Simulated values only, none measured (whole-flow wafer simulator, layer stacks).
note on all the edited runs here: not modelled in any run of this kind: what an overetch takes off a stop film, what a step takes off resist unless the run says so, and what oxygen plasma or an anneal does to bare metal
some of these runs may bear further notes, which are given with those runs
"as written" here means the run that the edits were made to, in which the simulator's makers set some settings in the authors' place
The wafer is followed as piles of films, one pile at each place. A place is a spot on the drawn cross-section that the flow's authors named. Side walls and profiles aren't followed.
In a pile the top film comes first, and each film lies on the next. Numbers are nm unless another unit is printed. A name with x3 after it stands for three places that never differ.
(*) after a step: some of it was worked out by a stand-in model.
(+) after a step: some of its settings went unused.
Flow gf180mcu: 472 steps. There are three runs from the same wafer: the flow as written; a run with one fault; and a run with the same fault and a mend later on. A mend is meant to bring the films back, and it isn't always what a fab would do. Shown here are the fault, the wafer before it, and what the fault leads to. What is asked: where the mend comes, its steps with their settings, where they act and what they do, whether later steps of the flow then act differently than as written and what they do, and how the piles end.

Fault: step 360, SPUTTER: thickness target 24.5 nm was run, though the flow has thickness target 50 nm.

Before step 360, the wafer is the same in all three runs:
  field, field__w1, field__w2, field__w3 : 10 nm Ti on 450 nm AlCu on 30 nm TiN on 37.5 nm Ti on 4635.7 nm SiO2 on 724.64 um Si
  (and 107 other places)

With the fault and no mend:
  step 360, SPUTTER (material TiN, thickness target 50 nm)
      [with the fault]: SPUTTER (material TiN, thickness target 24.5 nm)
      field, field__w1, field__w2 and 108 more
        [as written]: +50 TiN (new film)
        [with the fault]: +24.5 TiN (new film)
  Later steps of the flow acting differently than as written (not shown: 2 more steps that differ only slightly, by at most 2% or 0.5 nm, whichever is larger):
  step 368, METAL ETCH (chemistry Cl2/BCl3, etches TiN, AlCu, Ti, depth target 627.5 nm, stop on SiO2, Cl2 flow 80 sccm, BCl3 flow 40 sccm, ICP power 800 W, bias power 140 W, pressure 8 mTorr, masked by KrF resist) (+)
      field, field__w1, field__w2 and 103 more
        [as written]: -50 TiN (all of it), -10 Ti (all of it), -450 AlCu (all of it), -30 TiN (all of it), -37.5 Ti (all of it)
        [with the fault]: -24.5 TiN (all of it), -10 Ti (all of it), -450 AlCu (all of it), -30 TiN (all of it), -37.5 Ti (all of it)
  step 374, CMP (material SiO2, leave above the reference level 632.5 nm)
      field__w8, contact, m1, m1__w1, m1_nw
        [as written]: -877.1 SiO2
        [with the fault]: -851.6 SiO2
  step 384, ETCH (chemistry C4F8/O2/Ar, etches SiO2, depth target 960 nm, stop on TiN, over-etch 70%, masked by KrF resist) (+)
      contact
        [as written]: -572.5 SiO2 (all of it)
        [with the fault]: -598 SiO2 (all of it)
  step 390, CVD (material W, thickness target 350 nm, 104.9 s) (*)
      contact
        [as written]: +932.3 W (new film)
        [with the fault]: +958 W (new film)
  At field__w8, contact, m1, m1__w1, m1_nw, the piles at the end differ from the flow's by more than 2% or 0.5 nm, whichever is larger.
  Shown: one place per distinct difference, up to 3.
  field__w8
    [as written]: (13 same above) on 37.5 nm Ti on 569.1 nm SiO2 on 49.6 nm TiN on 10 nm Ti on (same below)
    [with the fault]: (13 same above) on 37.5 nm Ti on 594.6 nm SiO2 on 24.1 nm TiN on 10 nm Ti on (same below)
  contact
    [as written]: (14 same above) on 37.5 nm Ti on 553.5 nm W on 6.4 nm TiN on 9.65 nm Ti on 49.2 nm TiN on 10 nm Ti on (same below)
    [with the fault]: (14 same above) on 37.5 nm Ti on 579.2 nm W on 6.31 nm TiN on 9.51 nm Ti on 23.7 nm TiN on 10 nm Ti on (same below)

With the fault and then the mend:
  The mend follows step 367.
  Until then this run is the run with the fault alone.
  step 367a, STRIP (chemistry O2/N2, power 2160 W, pressure 1700 mTorr) (*)
      field__w8, contact, m1, m1__w1, m1_nw
        -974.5 KrF resist (all of it)
  step 367b, SPUTTER (material TiN, thickness target 25.5 nm) (the flow's step 360, run once more with other settings)
      field, field__w1, field__w2 and 108 more
        +25.5 TiN
  step 367c, HMDS (120 C, 60 s) (the flow's step 362, run once more)
      alters no film at any place that is followed
  step 367d, COAT (KrF resist, thickness 1000 nm) (the flow's step 363, run once more)
      field, field__w1, field__w2 and 108 more
        +1000 KrF resist (new film)
  step 367e, SOFTBAKE (KrF resist) (the flow's step 364, run once more)
      alters no film at any place that is followed
  step 367f, EXPOSE (photomask Metal4) (the flow's step 365, run once more)
      alters no film at any place that is followed
  step 367g, PEB (KrF resist, 135 C, 90 s) (the flow's step 366, run once more)
      field, field__w1, field__w2 and 108 more
        -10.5 KrF resist
  step 367h, DEVELOP (thickness 1000 nm, 60 s) (the flow's step 367, run once more)
      field, field__w1, field__w2 and 103 more
        -989.5 KrF resist (all of it)
      field__w8, contact, m1, m1__w1, m1_nw
        -14.9 KrF resist
  None of the later steps of the flow acts differently than as written at any place that is followed.
  At every place that both follow, the piles at the end match the flow's.
